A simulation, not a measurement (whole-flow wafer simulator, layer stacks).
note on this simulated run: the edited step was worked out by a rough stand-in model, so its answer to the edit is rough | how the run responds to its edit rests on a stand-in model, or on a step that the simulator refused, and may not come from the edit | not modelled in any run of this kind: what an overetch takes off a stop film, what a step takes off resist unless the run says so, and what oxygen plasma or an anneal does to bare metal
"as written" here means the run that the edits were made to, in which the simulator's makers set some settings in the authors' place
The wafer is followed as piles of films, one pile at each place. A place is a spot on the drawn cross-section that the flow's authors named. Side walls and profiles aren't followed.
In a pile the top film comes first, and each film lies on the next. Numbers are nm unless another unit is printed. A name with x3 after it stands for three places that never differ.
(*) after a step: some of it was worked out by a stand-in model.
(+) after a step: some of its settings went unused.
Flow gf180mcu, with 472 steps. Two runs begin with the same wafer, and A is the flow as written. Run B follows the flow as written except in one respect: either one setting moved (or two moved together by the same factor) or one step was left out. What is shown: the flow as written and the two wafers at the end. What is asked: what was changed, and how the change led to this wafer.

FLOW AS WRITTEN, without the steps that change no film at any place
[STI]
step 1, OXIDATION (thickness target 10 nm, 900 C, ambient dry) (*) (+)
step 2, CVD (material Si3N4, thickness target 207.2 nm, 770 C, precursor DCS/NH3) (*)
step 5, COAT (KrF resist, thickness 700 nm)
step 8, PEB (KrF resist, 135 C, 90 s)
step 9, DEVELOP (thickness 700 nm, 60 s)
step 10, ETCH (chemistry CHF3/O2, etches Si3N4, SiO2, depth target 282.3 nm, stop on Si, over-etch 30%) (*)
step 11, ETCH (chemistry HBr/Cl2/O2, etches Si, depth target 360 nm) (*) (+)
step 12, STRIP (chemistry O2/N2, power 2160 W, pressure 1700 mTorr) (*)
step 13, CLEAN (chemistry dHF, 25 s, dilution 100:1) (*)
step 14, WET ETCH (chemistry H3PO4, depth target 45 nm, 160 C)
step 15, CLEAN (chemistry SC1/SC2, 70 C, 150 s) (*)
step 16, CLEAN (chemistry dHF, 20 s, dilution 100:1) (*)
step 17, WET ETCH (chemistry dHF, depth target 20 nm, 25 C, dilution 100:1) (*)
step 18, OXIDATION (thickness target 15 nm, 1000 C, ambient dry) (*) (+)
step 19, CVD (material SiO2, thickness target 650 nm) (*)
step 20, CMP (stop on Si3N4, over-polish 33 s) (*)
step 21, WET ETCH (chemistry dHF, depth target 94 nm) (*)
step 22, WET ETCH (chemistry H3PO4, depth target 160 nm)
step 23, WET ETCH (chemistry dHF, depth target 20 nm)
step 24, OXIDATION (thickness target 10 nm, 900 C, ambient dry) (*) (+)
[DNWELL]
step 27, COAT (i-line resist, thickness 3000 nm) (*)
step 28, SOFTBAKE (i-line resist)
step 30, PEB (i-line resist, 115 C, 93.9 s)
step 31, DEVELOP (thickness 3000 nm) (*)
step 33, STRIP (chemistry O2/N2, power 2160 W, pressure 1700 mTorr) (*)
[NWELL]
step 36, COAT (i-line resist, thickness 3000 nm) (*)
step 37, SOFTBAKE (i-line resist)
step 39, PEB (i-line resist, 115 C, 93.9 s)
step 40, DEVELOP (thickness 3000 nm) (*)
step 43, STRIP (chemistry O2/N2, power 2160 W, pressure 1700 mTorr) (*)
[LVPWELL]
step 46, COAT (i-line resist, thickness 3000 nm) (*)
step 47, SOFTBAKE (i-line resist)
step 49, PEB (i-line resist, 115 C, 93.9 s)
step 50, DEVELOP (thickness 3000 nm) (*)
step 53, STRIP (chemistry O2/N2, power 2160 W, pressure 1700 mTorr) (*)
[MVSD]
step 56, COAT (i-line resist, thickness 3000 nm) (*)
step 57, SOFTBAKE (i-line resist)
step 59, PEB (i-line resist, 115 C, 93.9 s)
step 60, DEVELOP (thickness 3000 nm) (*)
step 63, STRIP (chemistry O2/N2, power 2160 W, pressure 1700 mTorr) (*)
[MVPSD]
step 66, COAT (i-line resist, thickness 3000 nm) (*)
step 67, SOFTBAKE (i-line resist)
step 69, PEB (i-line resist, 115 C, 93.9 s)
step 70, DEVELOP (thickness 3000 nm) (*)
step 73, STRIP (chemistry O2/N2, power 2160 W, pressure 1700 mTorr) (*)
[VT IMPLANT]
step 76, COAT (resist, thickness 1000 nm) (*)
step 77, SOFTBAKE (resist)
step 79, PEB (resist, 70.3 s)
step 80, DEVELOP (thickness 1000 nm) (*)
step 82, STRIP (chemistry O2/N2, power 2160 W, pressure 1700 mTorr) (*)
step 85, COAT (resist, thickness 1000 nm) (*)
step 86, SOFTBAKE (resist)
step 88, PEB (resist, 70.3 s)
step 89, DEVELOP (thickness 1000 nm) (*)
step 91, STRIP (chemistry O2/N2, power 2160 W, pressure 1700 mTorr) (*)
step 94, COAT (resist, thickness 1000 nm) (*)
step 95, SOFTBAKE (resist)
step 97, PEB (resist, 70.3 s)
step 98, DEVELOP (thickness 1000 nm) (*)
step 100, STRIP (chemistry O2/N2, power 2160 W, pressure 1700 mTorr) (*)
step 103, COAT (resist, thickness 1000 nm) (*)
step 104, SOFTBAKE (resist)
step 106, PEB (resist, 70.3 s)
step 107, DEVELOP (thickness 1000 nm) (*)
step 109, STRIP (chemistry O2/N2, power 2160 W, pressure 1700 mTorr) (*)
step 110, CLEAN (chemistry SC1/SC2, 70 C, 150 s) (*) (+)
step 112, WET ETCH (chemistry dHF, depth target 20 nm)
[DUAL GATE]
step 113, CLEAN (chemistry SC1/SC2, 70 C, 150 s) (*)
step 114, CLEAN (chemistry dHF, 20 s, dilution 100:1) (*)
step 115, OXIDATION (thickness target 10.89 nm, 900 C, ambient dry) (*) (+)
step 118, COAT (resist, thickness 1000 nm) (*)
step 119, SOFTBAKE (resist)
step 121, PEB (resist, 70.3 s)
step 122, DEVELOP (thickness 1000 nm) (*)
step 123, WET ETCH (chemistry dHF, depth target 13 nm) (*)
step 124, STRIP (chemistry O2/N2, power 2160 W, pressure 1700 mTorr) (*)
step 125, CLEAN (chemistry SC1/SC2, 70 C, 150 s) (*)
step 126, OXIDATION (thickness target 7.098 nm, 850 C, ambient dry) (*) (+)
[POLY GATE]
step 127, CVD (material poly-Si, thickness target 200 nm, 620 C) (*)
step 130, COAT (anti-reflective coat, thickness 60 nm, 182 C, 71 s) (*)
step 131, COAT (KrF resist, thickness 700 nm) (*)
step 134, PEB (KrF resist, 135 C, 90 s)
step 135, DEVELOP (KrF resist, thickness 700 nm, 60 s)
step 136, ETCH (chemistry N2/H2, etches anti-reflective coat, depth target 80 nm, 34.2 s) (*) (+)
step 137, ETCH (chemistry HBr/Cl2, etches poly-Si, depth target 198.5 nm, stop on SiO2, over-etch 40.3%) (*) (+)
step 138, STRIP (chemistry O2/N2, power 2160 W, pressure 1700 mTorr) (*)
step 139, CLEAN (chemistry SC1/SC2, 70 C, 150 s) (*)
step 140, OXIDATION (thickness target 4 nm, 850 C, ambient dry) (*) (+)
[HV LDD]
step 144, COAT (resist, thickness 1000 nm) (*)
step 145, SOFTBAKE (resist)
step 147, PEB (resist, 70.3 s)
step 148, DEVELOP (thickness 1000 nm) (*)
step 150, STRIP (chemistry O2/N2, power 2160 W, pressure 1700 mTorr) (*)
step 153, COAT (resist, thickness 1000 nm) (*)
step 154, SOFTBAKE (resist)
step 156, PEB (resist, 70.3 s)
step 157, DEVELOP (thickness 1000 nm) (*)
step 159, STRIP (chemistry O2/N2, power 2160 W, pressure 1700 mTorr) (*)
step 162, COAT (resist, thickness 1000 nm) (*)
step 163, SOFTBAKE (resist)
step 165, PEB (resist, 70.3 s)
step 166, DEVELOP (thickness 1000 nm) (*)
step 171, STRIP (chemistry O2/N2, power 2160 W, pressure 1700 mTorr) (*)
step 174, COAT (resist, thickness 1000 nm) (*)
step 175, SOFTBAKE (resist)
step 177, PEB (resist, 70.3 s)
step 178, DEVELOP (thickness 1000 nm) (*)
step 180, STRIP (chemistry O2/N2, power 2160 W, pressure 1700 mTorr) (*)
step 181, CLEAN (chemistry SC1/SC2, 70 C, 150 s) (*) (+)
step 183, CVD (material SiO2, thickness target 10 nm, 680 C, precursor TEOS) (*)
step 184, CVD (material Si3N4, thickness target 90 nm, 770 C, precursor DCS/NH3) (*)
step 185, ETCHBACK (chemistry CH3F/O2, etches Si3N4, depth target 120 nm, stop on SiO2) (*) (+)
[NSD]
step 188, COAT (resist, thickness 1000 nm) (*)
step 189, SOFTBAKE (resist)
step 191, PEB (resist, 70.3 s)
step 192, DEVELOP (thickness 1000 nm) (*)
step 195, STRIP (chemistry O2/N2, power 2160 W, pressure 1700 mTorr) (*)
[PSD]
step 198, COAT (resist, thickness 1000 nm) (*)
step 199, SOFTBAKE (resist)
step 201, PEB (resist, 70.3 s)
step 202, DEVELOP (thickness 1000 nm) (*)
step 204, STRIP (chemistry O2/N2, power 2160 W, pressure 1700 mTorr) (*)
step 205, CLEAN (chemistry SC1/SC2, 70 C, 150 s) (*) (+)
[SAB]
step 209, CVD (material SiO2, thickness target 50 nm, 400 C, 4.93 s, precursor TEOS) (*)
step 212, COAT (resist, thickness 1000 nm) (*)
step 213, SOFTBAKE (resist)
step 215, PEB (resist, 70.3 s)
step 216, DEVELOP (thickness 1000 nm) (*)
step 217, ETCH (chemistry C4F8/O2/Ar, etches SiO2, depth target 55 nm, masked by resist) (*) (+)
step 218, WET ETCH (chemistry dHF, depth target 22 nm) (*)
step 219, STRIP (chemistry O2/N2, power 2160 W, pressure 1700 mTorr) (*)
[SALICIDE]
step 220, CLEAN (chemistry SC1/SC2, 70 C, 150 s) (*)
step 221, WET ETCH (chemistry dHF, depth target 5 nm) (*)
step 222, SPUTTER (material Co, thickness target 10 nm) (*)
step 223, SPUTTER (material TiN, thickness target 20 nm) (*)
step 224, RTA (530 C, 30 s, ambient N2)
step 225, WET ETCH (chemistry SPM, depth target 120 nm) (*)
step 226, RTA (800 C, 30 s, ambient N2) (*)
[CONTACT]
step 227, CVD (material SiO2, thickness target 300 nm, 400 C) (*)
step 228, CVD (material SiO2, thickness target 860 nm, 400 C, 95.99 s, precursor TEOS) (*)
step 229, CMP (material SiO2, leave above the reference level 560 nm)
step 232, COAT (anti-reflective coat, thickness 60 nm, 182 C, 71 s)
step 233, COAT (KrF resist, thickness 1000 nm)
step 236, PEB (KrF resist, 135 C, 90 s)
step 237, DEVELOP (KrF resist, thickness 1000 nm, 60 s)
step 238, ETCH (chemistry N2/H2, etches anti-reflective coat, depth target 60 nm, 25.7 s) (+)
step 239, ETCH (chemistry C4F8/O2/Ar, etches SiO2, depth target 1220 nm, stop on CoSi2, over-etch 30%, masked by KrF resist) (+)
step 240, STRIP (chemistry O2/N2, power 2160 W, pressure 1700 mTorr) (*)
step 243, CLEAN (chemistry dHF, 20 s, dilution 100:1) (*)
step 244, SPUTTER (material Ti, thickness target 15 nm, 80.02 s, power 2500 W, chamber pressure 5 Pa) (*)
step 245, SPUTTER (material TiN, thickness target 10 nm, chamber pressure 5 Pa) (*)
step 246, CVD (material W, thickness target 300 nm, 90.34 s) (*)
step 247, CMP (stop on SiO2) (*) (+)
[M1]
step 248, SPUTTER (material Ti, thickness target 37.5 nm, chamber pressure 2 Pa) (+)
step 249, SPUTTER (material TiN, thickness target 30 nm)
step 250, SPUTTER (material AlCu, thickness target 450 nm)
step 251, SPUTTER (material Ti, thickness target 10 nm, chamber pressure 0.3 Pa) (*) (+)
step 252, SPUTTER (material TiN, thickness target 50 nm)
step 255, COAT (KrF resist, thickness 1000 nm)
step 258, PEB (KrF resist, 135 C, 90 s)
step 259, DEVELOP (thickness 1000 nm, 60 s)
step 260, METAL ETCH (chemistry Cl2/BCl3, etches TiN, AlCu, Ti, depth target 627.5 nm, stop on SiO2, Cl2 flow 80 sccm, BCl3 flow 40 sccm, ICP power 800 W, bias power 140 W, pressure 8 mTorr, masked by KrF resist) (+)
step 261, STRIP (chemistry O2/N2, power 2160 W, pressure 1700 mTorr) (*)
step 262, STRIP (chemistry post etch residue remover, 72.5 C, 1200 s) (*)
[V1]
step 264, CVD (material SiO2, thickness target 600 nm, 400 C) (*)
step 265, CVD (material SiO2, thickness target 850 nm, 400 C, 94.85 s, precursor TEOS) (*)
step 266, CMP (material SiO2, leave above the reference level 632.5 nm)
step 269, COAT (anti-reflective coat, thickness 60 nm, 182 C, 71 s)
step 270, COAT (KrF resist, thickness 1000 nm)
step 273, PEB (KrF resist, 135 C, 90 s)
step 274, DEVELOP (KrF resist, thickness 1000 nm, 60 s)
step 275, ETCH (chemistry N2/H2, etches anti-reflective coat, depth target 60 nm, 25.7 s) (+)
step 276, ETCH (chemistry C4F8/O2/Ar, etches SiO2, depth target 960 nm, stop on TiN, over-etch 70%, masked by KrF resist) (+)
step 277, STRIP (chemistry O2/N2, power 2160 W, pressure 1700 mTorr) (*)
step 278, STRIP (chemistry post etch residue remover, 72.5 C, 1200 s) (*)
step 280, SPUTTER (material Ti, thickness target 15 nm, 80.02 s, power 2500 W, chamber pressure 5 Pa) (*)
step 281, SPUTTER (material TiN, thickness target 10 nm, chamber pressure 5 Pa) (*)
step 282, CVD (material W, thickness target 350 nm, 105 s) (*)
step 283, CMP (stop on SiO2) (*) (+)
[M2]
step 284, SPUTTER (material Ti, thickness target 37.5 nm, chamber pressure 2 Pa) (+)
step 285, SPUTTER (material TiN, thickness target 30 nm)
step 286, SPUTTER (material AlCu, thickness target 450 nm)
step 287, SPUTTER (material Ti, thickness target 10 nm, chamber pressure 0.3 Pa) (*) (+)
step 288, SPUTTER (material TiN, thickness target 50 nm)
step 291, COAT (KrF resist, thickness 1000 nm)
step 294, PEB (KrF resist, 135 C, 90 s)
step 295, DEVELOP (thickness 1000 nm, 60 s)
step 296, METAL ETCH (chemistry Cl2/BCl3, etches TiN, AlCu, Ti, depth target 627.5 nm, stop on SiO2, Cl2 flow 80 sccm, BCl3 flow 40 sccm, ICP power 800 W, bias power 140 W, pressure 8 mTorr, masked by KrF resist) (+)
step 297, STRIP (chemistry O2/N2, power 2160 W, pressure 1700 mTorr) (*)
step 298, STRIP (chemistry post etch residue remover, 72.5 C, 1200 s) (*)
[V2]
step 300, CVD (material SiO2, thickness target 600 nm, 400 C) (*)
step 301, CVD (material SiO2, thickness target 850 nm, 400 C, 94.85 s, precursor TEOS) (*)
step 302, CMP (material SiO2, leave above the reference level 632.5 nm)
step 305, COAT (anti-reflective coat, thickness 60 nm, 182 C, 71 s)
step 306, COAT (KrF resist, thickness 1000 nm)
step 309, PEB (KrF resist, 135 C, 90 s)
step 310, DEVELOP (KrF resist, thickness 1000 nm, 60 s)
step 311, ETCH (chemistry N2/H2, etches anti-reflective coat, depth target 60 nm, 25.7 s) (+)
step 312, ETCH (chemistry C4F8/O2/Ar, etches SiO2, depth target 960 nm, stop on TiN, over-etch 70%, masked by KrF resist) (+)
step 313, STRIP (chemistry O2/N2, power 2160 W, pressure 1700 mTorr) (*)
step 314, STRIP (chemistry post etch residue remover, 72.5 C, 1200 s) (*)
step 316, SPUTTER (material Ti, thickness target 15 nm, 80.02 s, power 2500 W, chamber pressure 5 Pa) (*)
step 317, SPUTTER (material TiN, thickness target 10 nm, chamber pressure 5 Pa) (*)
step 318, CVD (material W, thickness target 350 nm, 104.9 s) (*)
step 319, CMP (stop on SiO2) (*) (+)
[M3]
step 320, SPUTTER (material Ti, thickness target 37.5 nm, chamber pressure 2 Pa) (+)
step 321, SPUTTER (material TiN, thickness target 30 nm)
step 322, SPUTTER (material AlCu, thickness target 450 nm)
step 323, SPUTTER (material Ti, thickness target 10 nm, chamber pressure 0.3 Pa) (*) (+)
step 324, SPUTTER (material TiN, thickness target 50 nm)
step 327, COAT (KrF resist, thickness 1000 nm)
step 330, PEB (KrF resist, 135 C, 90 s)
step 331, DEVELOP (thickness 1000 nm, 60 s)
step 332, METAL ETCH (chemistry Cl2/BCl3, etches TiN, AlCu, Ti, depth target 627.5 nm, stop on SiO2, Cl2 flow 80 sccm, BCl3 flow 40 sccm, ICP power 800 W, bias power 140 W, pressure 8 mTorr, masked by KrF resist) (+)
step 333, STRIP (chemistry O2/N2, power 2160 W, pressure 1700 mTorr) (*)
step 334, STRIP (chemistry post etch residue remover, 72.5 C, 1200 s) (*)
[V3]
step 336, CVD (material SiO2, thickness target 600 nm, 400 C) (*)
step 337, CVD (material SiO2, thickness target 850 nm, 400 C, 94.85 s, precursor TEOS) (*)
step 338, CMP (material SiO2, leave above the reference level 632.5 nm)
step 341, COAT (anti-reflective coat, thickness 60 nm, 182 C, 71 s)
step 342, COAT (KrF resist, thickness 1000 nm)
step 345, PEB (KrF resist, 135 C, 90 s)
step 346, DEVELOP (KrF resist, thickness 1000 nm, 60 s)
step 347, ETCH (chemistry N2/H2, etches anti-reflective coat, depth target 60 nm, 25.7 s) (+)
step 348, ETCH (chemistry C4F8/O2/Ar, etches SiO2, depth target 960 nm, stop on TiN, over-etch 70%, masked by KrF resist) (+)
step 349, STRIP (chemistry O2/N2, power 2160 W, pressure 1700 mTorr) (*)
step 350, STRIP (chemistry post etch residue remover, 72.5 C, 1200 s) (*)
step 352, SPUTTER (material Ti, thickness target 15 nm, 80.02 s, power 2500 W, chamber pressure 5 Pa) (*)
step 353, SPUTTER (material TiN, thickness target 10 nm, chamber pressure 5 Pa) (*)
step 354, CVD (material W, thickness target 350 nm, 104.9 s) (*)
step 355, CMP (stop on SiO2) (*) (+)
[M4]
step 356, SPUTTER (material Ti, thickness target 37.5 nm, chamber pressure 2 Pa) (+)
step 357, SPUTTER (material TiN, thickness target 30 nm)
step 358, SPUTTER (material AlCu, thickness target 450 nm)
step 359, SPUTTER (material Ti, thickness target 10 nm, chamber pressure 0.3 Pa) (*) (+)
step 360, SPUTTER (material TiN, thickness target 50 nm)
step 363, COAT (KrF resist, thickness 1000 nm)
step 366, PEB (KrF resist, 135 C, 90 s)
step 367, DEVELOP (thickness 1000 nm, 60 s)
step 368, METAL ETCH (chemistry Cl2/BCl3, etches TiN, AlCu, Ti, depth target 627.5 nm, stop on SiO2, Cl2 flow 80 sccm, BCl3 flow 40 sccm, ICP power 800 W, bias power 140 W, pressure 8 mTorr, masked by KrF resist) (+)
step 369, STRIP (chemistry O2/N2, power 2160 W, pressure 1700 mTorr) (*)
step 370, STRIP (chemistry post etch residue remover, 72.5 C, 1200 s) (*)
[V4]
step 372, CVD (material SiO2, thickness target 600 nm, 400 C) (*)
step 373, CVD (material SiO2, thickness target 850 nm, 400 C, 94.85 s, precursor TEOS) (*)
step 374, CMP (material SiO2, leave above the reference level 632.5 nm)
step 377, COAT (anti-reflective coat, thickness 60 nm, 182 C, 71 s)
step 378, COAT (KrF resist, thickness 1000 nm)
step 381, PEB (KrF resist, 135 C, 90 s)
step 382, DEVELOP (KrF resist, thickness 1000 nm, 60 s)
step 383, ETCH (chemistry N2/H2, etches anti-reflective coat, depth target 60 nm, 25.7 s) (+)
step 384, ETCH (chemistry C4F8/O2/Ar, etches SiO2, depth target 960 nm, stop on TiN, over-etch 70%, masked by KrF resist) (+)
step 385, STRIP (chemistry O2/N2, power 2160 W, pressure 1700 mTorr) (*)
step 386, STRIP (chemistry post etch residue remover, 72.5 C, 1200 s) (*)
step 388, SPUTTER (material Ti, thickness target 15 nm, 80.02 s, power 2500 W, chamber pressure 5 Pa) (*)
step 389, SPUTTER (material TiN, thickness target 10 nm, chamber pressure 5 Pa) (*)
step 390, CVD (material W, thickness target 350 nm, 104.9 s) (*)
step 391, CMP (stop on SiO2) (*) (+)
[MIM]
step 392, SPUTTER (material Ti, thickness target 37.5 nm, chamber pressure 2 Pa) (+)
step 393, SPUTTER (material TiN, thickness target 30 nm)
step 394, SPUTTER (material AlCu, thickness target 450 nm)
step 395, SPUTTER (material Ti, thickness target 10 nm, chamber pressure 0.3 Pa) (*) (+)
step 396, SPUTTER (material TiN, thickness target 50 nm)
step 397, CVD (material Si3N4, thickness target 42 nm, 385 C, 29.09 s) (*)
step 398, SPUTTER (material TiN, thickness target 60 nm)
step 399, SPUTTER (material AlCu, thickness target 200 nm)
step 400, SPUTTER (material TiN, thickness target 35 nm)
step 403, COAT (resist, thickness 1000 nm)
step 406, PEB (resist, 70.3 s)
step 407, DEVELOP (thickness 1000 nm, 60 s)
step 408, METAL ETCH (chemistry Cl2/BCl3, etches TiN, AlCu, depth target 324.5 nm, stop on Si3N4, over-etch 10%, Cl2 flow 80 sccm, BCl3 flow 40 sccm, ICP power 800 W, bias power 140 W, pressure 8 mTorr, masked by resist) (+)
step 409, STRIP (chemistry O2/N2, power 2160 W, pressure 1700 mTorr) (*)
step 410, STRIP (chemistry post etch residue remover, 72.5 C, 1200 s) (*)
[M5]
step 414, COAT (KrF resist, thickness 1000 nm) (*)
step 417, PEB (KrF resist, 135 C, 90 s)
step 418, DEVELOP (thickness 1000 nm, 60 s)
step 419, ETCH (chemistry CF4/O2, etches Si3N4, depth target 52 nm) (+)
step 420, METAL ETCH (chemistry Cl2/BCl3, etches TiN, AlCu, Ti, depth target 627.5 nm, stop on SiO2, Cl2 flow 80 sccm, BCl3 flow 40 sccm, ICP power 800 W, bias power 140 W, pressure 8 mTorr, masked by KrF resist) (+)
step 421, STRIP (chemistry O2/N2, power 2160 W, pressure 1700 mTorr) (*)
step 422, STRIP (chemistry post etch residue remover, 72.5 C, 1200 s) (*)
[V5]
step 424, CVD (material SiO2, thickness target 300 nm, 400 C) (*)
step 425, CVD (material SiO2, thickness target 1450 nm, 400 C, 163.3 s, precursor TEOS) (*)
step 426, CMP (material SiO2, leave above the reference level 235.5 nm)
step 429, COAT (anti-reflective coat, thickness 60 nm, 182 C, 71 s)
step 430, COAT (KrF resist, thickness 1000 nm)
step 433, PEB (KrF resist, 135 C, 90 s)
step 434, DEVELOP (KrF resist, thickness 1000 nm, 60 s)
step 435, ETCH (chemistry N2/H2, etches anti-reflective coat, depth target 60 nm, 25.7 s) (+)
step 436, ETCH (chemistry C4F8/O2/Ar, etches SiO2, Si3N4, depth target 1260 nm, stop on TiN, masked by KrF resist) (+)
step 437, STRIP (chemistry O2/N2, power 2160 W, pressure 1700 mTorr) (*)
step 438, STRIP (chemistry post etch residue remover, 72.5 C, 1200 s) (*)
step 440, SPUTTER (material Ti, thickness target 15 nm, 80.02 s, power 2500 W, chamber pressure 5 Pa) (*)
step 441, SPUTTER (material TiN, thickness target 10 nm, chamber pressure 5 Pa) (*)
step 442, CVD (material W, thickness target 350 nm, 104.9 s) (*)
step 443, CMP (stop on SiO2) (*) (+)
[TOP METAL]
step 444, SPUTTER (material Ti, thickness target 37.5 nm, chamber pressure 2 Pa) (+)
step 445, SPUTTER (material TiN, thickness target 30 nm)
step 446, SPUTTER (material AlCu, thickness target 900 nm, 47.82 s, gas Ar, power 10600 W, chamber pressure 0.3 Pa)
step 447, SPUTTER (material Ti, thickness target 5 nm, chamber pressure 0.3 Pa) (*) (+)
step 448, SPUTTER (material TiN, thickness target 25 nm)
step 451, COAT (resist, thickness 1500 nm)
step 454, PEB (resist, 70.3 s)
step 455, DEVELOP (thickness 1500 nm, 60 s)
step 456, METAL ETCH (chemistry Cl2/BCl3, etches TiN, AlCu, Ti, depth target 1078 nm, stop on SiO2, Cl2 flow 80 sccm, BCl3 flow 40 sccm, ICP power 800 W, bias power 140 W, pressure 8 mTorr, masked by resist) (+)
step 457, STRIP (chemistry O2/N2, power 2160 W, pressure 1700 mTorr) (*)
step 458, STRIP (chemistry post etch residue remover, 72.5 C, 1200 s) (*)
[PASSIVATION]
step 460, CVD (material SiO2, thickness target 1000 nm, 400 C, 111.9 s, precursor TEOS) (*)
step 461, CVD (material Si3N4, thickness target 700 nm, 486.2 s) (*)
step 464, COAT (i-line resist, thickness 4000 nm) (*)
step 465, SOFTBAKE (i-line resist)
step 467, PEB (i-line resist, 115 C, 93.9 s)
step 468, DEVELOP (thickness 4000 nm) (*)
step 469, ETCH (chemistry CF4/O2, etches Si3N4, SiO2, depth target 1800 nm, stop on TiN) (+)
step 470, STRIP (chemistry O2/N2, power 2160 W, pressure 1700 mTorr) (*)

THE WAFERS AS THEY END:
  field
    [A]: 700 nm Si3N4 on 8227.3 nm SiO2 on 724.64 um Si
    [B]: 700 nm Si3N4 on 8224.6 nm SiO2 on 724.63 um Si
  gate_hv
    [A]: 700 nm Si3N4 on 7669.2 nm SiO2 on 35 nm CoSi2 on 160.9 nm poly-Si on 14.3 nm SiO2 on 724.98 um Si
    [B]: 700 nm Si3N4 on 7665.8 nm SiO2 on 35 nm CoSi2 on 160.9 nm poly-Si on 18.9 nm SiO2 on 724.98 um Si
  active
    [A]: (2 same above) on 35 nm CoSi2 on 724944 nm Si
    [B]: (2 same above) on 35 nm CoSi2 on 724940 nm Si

The reason: step 24, OXIDATION: 1012 C was run, though the flow has 900 C.

How this came from the change, step by step:
  step 24, OXIDATION (thickness target 10 nm, 900 C, ambient dry) (*) (+)
      active, n_well, p_well and 40 more: A SiO2 gains 10 (new film), Si loses 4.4 | B SiO2 gains 29.7 (new film), Si loses 13.1
      sti, mim_1p0, pad and 17 more: A SiO2 gains 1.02, Si loses 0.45 | B SiO2 gains 4.1, Si loses 1.81
      (also at 17 further places)
  step 28, SOFTBAKE (i-line resist)
      field: A i-line resist gains 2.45 | B i-line resist gains 1.78
      field_sub: A i-line resist gains 1.87 | B i-line resist gains 1.35
      (also at 32 further places)
  step 37, SOFTBAKE (i-line resist)
      field: A i-line resist gains 2.45 | B i-line resist gains 1.78
      field_sub: A i-line resist gains 1.87 | B i-line resist gains 1.35
      (also at 32 further places)
  step 47, SOFTBAKE (i-line resist)
      field: A i-line resist gains 2.45 | B i-line resist gains 1.78
      field_sub: A i-line resist gains 1.87 | B i-line resist gains 1.35
      (also at 32 further places)
  step 57, SOFTBAKE (i-line resist)
      field: A i-line resist gains 2.45 | B i-line resist gains 1.78
      field_sub: A i-line resist gains 1.87 | B i-line resist gains 1.35
      (also at 32 further places)
  step 67, SOFTBAKE (i-line resist)
      field: A i-line resist gains 2.45 | B i-line resist gains 1.78
      field_sub: A i-line resist gains 1.87 | B i-line resist gains 1.35
      (also at 32 further places)
  step 112, WET ETCH (chemistry dHF, depth target 20 nm)
      active, n_well, p_well and 40 more: A SiO2 loses 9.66 (all of it) | B SiO2 loses 20
  step 113, CLEAN (chemistry SC1/SC2, 70 C, 150 s) (*)
      active, n_well, p_well and 40 more: A chemical SiO2 gains 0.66 (new film), Si loses 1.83 | B SiO2 loses 0.34
  step 114, CLEAN (chemistry dHF, 20 s, dilution 100:1) (*)
      active, n_well, p_well and 40 more: A chemical SiO2 loses 0.66 (all of it) | B SiO2 loses 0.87
  step 115, OXIDATION (thickness target 10.89 nm, 900 C, ambient dry) (*) (+)
      active, n_well, p_well and 27 more: A SiO2 gains 10.9 (new film), Si loses 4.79 | B SiO2 gains 7.62, Si loses 3.35
      gate_hv, active_hv, active_nat and 10 more: A SiO2 gains 10.9 (new film), Si loses 4.79 | B SiO2 gains 7.61, Si loses 3.35
  step 123, WET ETCH (chemistry dHF, depth target 13 nm) (*)
      active, n_well, p_well and 12 more: A SiO2 loses 10.9 (all of it) | B SiO2 loses 13
  step 124, STRIP (chemistry O2/N2, power 2160 W, pressure 1700 mTorr) (*)
      active, n_well, p_well and 12 more: A chemical SiO2 gains 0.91 (new film), Si loses 0.4 | B nothing
  step 126, OXIDATION (thickness target 7.098 nm, 850 C, ambient dry) (*) (+)
      active, n_well, p_well and 12 more: A SiO2 gains 7.1 (new film), chemical SiO2 loses 0.76 (all of it), Si loses 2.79 | B SiO2 gains 4.71, Si loses 2.07
  step 130, COAT (anti-reflective coat, thickness 60 nm, 182 C, 71 s) (*)
      p_well, spacer, sd_n: A anti-reflective coat gains 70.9 (new film) | B anti-reflective coat gains 76.5 (new film)
      ldn_dft, ldp_dft: A anti-reflective coat gains 48.7 (new film) | B anti-reflective coat gains 47.6 (new film)
      (also at 30 further places)
  step 136, ETCH (chemistry N2/H2, etches anti-reflective coat, depth target 80 nm, 34.2 s) (*) (+)
      p_well, spacer, sd_n: A anti-reflective coat loses 70.9 (all of it), poly-Si loses 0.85 | B anti-reflective coat loses 76.5 (all of it), poly-Si loses 0.71
      ldn_dft, ldp_dft: A anti-reflective coat loses 48.7 (all of it), poly-Si loses 1.42 | B anti-reflective coat loses 47.6 (all of it), poly-Si loses 1.45
      (also at 23 further places)
  step 138, STRIP (chemistry O2/N2, power 2160 W, pressure 1700 mTorr) (*)
      gate: A chemical SiO2 gains 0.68 (new film), KrF resist loses 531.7 (all of it), anti-reflective coat loses 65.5 (all of it), poly-Si loses 0.3 | B chemical SiO2 gains 0.68 (new film), KrF resist loses 532.5 (all of it), anti-reflective coat loses 68.3 (all of it), poly-Si loses 0.3
      gate_p: A chemical SiO2 gains 0.68 (new film), KrF resist loses 530.6 (all of it), anti-reflective coat loses 65.9 (all of it), poly-Si loses 0.3 | B chemical SiO2 gains 0.68 (new film), KrF resist loses 531.3 (all of it), anti-reflective coat loses 68.8 (all of it), poly-Si loses 0.3
      (also at 5 further places)
  ... 4 other steps ...
  step 229, CMP (material SiO2, leave above the reference level 560 nm)
      field__w7, field__w8: A SiO2 loses 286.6 | B SiO2 loses 292.5
      field_sub, field_sub__w2: A SiO2 loses 265.5 | B SiO2 loses 271.6
      (also at 13 further places)
